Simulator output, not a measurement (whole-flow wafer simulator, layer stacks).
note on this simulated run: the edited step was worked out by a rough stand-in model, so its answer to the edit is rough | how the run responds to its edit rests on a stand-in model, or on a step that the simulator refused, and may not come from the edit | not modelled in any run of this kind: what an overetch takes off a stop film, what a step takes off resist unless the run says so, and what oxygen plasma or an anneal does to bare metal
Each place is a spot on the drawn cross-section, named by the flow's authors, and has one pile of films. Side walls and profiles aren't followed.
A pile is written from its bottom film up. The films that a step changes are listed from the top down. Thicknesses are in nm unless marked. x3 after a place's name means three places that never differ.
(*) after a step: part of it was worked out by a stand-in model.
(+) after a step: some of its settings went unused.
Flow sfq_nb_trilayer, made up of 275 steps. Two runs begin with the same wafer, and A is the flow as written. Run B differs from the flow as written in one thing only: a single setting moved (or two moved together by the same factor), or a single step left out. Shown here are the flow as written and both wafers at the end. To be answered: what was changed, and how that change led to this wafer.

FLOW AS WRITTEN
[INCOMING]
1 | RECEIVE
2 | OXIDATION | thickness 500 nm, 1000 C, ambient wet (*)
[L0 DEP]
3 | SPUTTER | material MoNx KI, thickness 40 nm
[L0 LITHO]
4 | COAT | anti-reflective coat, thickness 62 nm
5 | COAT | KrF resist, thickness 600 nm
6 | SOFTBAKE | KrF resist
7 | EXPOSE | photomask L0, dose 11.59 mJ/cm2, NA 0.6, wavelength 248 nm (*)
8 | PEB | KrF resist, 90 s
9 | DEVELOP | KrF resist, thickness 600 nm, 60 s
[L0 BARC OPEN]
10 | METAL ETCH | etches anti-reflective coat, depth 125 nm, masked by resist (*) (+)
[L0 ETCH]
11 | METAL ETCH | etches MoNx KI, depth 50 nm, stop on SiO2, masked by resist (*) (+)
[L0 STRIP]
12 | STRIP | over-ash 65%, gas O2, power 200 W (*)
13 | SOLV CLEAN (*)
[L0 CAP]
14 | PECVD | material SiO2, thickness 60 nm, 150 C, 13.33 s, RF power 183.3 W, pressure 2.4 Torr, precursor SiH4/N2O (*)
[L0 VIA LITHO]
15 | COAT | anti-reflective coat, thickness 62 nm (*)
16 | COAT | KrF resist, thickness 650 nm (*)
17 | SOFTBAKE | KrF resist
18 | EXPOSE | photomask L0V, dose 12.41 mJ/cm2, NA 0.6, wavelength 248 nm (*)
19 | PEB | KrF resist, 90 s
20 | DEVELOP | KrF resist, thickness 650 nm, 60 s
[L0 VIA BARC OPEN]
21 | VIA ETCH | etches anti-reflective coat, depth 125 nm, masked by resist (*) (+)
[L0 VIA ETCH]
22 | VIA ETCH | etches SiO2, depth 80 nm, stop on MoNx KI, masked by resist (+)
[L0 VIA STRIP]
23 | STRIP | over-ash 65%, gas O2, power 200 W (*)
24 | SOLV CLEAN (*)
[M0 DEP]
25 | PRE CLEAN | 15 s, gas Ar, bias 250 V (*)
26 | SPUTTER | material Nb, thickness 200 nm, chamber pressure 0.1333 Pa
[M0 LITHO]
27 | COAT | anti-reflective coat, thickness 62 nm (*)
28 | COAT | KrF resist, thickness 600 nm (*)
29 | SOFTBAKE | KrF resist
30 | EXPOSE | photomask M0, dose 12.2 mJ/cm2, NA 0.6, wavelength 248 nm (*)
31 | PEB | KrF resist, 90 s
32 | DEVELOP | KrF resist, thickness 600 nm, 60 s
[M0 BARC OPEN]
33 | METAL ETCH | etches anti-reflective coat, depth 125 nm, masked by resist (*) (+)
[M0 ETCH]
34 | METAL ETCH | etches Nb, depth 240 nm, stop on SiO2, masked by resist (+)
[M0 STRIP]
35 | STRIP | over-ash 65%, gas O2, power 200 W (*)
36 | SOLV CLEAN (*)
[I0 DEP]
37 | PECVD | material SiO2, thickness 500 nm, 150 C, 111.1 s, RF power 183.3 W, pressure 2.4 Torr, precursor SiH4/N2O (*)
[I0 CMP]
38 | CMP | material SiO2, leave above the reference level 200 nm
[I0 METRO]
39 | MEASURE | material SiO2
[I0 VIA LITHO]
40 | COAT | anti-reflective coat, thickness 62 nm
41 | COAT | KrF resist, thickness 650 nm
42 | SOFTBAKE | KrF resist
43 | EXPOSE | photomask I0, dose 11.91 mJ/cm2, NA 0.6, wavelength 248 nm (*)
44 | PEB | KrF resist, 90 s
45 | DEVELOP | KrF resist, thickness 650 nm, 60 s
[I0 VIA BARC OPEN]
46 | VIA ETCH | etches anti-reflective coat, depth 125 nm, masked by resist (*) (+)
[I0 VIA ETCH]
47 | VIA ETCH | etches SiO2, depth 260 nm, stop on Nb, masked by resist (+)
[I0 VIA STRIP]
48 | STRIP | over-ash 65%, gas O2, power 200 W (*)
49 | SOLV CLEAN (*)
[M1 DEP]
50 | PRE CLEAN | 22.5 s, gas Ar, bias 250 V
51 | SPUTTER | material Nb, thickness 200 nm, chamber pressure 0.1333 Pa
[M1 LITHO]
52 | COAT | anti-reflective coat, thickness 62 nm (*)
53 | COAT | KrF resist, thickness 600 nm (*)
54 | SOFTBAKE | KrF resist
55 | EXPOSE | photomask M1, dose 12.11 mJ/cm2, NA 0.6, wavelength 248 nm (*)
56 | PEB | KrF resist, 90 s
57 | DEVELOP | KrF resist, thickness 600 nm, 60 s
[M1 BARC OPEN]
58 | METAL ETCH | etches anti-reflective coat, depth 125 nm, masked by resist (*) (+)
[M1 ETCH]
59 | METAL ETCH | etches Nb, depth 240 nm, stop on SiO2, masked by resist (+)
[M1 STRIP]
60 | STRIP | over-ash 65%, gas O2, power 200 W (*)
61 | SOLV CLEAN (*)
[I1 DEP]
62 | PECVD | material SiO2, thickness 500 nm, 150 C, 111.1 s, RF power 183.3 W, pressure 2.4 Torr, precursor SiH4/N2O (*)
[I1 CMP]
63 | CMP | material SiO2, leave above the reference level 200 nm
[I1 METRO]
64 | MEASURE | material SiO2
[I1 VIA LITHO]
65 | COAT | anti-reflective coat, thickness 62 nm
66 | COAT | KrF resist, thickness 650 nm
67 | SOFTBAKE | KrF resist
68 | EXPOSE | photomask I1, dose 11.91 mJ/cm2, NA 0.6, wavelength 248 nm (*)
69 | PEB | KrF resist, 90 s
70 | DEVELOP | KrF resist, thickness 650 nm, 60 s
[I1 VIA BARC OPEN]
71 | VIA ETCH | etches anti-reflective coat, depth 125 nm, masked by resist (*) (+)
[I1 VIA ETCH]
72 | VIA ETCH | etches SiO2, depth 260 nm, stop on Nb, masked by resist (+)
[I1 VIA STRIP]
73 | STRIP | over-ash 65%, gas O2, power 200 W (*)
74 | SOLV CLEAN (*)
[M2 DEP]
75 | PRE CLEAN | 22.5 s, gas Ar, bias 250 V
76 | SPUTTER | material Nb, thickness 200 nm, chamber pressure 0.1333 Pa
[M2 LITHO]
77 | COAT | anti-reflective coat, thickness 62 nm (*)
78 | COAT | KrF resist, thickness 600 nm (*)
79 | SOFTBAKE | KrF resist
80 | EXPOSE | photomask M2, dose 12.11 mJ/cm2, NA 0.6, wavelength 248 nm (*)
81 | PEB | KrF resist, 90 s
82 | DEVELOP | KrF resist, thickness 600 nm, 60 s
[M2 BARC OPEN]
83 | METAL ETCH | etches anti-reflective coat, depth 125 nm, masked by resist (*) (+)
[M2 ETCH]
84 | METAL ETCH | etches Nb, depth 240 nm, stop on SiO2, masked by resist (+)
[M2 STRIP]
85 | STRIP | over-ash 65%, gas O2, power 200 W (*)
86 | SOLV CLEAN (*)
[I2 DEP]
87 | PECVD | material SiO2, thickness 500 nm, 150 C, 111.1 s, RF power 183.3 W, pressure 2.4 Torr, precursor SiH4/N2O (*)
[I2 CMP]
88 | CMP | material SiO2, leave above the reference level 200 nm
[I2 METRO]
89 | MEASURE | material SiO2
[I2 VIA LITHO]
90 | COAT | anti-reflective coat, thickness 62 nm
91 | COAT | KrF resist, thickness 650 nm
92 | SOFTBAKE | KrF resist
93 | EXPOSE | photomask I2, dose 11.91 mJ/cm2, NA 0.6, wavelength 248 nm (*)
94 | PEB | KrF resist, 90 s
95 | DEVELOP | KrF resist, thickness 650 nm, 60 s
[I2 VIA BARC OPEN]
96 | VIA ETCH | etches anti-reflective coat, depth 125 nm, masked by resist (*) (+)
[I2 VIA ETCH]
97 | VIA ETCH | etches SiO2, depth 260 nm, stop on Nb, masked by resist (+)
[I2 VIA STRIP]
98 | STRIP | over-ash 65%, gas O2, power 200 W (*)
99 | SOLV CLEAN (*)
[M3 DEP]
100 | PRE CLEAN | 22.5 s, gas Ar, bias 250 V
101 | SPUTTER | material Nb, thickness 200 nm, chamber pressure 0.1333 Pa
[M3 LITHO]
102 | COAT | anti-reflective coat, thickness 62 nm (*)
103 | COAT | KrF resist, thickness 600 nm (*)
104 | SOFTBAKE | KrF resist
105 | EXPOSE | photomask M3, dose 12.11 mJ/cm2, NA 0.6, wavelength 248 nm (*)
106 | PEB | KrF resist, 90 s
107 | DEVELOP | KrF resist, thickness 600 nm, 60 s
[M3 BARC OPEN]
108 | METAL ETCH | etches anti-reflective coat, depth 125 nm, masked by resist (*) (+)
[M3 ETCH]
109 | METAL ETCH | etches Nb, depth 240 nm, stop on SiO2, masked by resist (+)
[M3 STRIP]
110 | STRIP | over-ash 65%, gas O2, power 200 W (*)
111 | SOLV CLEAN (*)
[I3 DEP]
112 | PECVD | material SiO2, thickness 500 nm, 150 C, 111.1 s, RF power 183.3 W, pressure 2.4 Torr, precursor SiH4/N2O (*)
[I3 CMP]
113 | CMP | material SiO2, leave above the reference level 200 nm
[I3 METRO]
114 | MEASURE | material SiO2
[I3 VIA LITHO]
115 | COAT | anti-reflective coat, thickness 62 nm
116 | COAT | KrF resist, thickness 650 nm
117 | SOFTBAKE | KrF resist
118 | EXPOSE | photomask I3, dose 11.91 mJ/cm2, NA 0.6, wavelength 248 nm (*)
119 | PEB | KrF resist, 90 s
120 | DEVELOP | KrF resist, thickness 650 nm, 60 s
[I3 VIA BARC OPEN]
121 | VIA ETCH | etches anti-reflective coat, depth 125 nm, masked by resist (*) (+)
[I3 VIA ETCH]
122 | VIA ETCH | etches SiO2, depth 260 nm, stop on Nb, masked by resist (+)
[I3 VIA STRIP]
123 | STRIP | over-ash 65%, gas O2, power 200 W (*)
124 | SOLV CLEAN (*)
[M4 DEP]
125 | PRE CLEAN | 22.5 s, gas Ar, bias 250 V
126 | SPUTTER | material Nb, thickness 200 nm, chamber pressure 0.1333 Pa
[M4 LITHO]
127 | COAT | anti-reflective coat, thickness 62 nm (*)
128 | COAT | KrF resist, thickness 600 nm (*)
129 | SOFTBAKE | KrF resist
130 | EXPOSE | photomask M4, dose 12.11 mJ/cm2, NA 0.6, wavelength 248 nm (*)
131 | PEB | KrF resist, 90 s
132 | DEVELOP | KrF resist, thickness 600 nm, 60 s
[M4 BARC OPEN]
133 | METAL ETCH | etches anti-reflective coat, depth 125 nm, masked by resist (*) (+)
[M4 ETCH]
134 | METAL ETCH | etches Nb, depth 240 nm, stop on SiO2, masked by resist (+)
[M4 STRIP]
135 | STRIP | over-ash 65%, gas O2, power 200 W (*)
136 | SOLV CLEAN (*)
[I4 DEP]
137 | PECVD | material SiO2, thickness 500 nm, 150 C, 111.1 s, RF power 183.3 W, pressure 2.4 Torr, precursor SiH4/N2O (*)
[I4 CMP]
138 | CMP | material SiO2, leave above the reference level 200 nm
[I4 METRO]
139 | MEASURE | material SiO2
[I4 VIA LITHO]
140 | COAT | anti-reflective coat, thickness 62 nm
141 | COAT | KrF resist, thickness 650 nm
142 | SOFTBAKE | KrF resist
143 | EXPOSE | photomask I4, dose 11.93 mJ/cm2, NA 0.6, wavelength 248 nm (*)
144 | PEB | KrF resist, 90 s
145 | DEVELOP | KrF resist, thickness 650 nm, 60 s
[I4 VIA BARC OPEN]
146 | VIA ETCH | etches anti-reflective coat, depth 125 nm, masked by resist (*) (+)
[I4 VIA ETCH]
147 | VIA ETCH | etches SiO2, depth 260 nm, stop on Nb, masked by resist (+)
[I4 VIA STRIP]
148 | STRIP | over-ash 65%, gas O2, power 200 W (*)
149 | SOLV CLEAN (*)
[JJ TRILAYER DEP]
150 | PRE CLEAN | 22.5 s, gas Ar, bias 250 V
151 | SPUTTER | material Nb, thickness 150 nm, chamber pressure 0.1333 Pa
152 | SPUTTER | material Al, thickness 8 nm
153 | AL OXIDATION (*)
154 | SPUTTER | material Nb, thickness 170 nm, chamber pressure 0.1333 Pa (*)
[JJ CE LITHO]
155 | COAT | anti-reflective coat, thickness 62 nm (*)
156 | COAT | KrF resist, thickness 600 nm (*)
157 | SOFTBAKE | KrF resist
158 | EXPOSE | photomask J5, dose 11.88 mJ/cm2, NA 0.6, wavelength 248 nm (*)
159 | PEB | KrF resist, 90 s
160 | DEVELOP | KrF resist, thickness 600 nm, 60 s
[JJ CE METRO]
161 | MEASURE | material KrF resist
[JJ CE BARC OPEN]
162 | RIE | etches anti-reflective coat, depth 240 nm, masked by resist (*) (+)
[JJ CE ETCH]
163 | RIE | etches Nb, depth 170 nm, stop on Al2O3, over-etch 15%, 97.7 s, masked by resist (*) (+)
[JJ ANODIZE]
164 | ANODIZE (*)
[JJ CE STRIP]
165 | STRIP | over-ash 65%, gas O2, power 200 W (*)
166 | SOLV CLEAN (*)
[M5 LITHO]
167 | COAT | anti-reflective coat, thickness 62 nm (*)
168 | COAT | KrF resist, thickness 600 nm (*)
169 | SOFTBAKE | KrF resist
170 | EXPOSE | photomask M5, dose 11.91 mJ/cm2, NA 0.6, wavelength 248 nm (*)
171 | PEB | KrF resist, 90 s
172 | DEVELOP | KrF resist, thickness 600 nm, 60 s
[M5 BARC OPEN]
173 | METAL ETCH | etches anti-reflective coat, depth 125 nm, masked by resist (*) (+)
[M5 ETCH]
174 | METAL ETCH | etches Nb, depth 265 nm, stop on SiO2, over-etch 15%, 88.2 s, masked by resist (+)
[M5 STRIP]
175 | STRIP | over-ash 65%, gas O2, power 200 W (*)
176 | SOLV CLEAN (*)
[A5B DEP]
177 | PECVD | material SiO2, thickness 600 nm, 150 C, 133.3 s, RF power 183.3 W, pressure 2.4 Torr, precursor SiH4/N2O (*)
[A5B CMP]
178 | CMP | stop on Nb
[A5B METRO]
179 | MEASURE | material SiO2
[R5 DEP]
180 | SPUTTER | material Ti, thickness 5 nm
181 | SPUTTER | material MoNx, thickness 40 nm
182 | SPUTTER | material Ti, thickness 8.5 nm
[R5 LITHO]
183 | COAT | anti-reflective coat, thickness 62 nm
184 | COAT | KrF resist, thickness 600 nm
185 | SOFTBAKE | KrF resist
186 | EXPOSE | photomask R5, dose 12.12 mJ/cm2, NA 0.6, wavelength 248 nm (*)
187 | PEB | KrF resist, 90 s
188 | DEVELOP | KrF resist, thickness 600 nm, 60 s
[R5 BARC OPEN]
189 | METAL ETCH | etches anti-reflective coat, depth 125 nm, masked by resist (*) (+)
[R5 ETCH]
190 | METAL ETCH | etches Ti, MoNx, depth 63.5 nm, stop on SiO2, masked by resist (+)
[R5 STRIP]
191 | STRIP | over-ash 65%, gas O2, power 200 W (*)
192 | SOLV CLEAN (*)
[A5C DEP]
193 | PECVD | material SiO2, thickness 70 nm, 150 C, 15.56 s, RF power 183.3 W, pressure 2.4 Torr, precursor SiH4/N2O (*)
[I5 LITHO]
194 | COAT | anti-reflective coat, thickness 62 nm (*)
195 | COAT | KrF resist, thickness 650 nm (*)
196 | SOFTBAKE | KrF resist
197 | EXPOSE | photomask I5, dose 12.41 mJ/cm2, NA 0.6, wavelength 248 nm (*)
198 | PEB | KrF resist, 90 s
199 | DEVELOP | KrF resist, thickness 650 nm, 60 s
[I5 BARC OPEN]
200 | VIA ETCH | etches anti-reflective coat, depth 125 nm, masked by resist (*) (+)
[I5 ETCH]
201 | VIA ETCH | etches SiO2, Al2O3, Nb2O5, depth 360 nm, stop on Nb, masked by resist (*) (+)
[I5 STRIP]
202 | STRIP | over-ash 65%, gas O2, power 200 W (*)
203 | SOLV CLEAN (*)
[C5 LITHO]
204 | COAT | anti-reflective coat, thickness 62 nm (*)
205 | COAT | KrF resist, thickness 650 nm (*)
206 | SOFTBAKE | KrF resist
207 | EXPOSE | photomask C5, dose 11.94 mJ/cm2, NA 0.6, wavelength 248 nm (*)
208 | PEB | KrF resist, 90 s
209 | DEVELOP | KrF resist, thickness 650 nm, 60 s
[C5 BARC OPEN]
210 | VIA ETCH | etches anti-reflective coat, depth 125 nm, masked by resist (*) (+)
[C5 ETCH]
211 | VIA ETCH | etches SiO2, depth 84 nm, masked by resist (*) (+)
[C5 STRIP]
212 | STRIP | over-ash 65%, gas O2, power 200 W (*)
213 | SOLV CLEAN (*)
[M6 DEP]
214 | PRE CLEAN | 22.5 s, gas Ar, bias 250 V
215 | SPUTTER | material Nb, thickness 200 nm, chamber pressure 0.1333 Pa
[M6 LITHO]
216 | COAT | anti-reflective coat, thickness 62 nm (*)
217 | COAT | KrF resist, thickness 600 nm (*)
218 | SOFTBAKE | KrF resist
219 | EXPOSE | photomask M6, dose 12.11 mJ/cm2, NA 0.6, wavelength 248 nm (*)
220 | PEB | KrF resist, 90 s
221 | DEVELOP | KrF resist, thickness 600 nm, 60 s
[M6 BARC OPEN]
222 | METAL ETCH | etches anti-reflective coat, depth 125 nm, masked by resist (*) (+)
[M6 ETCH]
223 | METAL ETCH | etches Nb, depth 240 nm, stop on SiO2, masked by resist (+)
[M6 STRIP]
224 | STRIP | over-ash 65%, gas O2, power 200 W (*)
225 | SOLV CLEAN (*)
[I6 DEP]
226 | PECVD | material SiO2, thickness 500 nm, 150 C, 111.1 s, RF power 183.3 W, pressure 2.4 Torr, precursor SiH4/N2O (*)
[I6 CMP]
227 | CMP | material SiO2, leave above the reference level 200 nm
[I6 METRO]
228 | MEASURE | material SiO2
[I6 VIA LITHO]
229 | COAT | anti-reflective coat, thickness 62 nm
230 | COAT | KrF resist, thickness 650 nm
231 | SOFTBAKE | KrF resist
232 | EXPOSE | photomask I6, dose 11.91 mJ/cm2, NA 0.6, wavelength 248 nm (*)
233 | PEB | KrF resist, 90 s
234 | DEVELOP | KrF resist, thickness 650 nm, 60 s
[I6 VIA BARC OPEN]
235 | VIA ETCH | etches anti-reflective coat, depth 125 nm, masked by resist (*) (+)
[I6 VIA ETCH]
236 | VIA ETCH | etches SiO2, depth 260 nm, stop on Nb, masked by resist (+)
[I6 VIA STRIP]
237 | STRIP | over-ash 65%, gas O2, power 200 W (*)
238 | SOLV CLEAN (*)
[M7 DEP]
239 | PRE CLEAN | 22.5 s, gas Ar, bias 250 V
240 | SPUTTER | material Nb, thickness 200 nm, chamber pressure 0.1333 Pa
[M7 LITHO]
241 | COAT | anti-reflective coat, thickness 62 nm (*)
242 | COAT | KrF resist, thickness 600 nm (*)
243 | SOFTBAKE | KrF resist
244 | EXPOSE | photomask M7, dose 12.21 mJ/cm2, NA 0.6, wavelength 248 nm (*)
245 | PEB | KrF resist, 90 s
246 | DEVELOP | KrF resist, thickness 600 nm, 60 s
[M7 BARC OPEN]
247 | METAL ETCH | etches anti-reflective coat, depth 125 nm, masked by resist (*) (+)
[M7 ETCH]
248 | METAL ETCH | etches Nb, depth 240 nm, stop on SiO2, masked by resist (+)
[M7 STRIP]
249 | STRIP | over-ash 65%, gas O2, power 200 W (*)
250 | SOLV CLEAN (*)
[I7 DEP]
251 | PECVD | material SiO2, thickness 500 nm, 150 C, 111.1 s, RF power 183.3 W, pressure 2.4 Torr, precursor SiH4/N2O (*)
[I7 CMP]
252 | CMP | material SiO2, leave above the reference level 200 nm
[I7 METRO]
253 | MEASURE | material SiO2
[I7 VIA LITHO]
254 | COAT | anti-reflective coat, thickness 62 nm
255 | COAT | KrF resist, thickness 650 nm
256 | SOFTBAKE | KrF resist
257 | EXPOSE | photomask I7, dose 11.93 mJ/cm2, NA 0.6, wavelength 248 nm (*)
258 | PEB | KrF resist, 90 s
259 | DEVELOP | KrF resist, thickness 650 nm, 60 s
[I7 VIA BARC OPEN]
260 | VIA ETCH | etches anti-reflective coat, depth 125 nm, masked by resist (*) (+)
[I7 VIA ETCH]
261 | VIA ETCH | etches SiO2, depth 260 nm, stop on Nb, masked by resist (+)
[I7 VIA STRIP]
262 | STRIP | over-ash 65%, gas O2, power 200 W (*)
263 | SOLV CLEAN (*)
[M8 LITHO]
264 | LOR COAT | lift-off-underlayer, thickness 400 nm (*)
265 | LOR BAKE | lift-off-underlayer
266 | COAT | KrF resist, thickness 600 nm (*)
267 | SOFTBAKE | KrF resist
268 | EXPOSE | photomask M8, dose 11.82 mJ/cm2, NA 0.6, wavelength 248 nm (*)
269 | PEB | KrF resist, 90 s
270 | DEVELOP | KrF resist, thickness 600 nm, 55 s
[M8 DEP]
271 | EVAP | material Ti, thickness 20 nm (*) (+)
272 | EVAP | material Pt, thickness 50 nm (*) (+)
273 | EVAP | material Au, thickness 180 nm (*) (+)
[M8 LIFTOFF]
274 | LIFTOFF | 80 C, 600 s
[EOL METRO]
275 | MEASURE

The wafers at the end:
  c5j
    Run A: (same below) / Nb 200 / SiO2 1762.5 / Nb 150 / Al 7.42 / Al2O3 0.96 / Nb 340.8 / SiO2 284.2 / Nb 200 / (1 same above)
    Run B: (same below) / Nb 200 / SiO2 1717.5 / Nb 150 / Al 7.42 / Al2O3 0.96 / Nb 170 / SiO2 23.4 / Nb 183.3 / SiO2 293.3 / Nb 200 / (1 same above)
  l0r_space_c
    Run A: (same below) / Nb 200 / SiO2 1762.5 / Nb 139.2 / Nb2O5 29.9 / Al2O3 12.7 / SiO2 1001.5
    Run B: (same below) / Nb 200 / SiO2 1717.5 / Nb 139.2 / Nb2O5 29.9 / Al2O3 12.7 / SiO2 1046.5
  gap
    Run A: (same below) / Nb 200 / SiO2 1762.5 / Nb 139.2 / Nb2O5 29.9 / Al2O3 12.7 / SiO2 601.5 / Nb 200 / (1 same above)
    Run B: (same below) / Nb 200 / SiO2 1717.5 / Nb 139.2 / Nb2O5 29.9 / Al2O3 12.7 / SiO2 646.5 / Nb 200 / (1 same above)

The reason: step 137, PECVD: thickness 355 nm was run, though the flow has thickness 500 nm; step 137, PECVD: 78.89 s was run, where the flow has 111.1 s.

Step by step, how the change led to this:
  137 | PECVD | material SiO2, thickness 500 nm, 150 C, 111.1 s, RF power 183.3 W, pressure 2.4 Torr, precursor SiH4/N2O (*)
      field_l, be, be_sur and 55 more: A SiO2 gains 500 | B SiO2 gains 355
      v_sur, via_wl, via_w and 35 more: A SiO2 gains 500 (new film) | B SiO2 gains 355 (new film)
      (also at 10 further places)
  138 | CMP | material SiO2, leave above the reference level 200 nm
      field_l, be, be_sur and 55 more: A SiO2 loses 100 | B nothing
      p3_s0, p3_s1, p3_s2, p3_s3, p3_s4, p3_s5: A SiO2 loses 157.1 | B nothing
      (also at 42 further places)
  140 | COAT | anti-reflective coat, thickness 62 nm
      p3_fr, m0r_space_l x2, m6r_space_l x2, m7r_space_l x2: A anti-reflective coat gains 62 (new film) | B anti-reflective coat gains 68.4 (new film)
      m0r_line_l x2, m6r_line_l x2, m7r_line_l x2: A anti-reflective coat gains 62 (new film) | B anti-reflective coat gains 63.3 (new film)
      (also at 59 further places)
  141 | COAT | KrF resist, thickness 650 nm
      v_sur: A KrF resist gains 650 (new film) | B KrF resist gains 634.5 (new film)
      via_wl: A KrF resist gains 650 (new film) | B KrF resist gains 632.1 (new film)
      (also at 12 further places)
  145 | DEVELOP | KrF resist, thickness 650 nm, 60 s
      via_wl: A KrF resist loses 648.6 (all of it) | B KrF resist loses 630.7 (all of it)
      via_w: A KrF resist loses 648.6 (all of it) | B KrF resist loses 633.3 (all of it)
      (also at 1 further place)
  146 | VIA ETCH | etches anti-reflective coat, depth 125 nm, masked by resist (*) (+)
      field_l, v_sur, via_sp and 100 more: A KrF resist loses 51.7 | B KrF resist loses 48.9
      via_wl, via_wr: A anti-reflective coat loses 62 (all of it), SiO2 loses 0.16 | B anti-reflective coat loses 58.7 (all of it), SiO2 loses 0.15
      (also at 1 further place)
  148 | STRIP | over-ash 65%, gas O2, power 200 W (*)
      m0r_line_l x2, m6r_line_l x2, m7r_line_l x2: A KrF resist loses 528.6 (all of it), anti-reflective coat loses 62 (all of it) | B KrF resist loses 539.7 (all of it), anti-reflective coat loses 63.3 (all of it)
      m0r_space_l x2, m6r_space_l x2, m7r_space_l x2: A KrF resist loses 528.6 (all of it), anti-reflective coat loses 62 (all of it) | B KrF resist loses 536.3 (all of it), anti-reflective coat loses 68.4 (all of it)
      (also at 59 further places)
  155 | COAT | anti-reflective coat, thickness 62 nm (*)
      p3_fr, m0r_space_l x2, m6r_space_l x2, m7r_space_l x2: A anti-reflective coat gains 62 (new film) | B anti-reflective coat gains 67.5 (new film)
      p3_l1, p3_l2, p3_l3, p3_l4: A anti-reflective coat gains 62 (new film) | B anti-reflective coat gains 52 (new film)
      (also at 52 further places)
  156 | COAT | KrF resist, thickness 600 nm (*)
      p3_l2, p3_l3: A KrF resist gains 600 (new film) | B KrF resist gains 586.8 (new film)
      v_sur: A KrF resist gains 588.2 (new film) | B KrF resist gains 568.1 (new film)
      (also at 16 further places)
  160 | DEVELOP | KrF resist, thickness 600 nm, 60 s
      v_sur: A KrF resist loses 587 (all of it) | B KrF resist loses 566.9 (all of it)
      via_wl: A KrF resist loses 661.6 (all of it) | B KrF resist loses 642 (all of it)
      (also at 17 further places)
  162 | RIE | etches anti-reflective coat, depth 240 nm, masked by resist (*) (+)
      p3_fr, m0r_space_l x2, m6r_space_l x2, m7r_space_l x2: A anti-reflective coat loses 62 (all of it) | B anti-reflective coat loses 67.5 (all of it)
      p3_l1, p3_l2, p3_l3, p3_l4: A anti-reflective coat loses 62 (all of it) | B anti-reflective coat loses 52 (all of it)
      (also at 51 further places)
  165 | STRIP | over-ash 65%, gas O2, power 200 W (*)
      wl_jj: A KrF resist loses 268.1 (all of it), anti-reflective coat loses 62 (all of it) | B KrF resist loses 263.7 (all of it), anti-reflective coat loses 60.6 (all of it)
  167 | COAT | anti-reflective coat, thickness 62 nm (*)
      m0r_space_l x2, m6r_space_l x2, m7r_space_l x2: A anti-reflective coat gains 62 (new film) | B anti-reflective coat gains 66.6 (new film)
      p3_l2, p3_l3, p3_l4, p3_l5, p3_l6: A anti-reflective coat gains 62 (new film) | B anti-reflective coat gains 49.1 (new film)
      (also at 53 further places)
  168 | COAT | KrF resist, thickness 600 nm (*)
      v_sur: A KrF resist gains 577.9 (new film) | B KrF resist gains 559.5 (new film)
      via_wl: A KrF resist gains 656 (new film) | B KrF resist gains 635.8 (new film)
      (also at 18 further places)
  172 | DEVELOP | KrF resist, thickness 600 nm, 60 s
      p3_l2, p3_l3: A KrF resist loses 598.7 (all of it) | B KrF resist loses 585.6 (all of it)
      lsp_m: A KrF resist loses 598.4 (all of it) | B KrF resist loses 578.4 (all of it)
      (also at 10 further places)
  173 | METAL ETCH | etches anti-reflective coat, depth 125 nm, masked by resist (*) (+)
      lsp_l: A anti-reflective coat loses 62 (all of it), Al2O3 loses 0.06 | B anti-reflective coat loses 67 (all of it)
      lsp_r: A anti-reflective coat loses 61.9 (all of it), Al2O3 loses 0.06 | B anti-reflective coat loses 67.3 (all of it)
      (also at 34 further places)
  ... 37 further steps ...
  274 | LIFTOFF | 80 C, 600 s
      be: A Au loses 180 (all of it), Pt loses 50 (all of it), Ti loses 20 (all of it), KrF resist loses 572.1 (all of it), lift-off-underlayer loses 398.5 (all of it) | B Au loses 180 (all of it), Pt loses 50 (all of it), Ti loses 20 (all of it), KrF resist loses 600.2 (all of it), lift-off-underlayer loses 623.8 (all of it)
      be_sur: A Au loses 180 (all of it), Pt loses 50 (all of it), Ti loses 20 (all of it), KrF resist loses 572.6 (all of it), lift-off-underlayer loses 398.9 (all of it) | B Au loses 180 (all of it), Pt loses 50 (all of it), Ti loses 20 (all of it), KrF resist loses 582.5 (all of it), lift-off-underlayer loses 377 (all of it)
If metal films that touch count as one body, c5j has 5 bodies (between them, from the top down: SiO2 293.3; SiO2 23.4; Al2O3 0.96; SiO2 1717.5); the flow as written gives 4 bodies (between them, from the top down: SiO2 284.2; Al2O3 0.96; SiO2 1762.5).
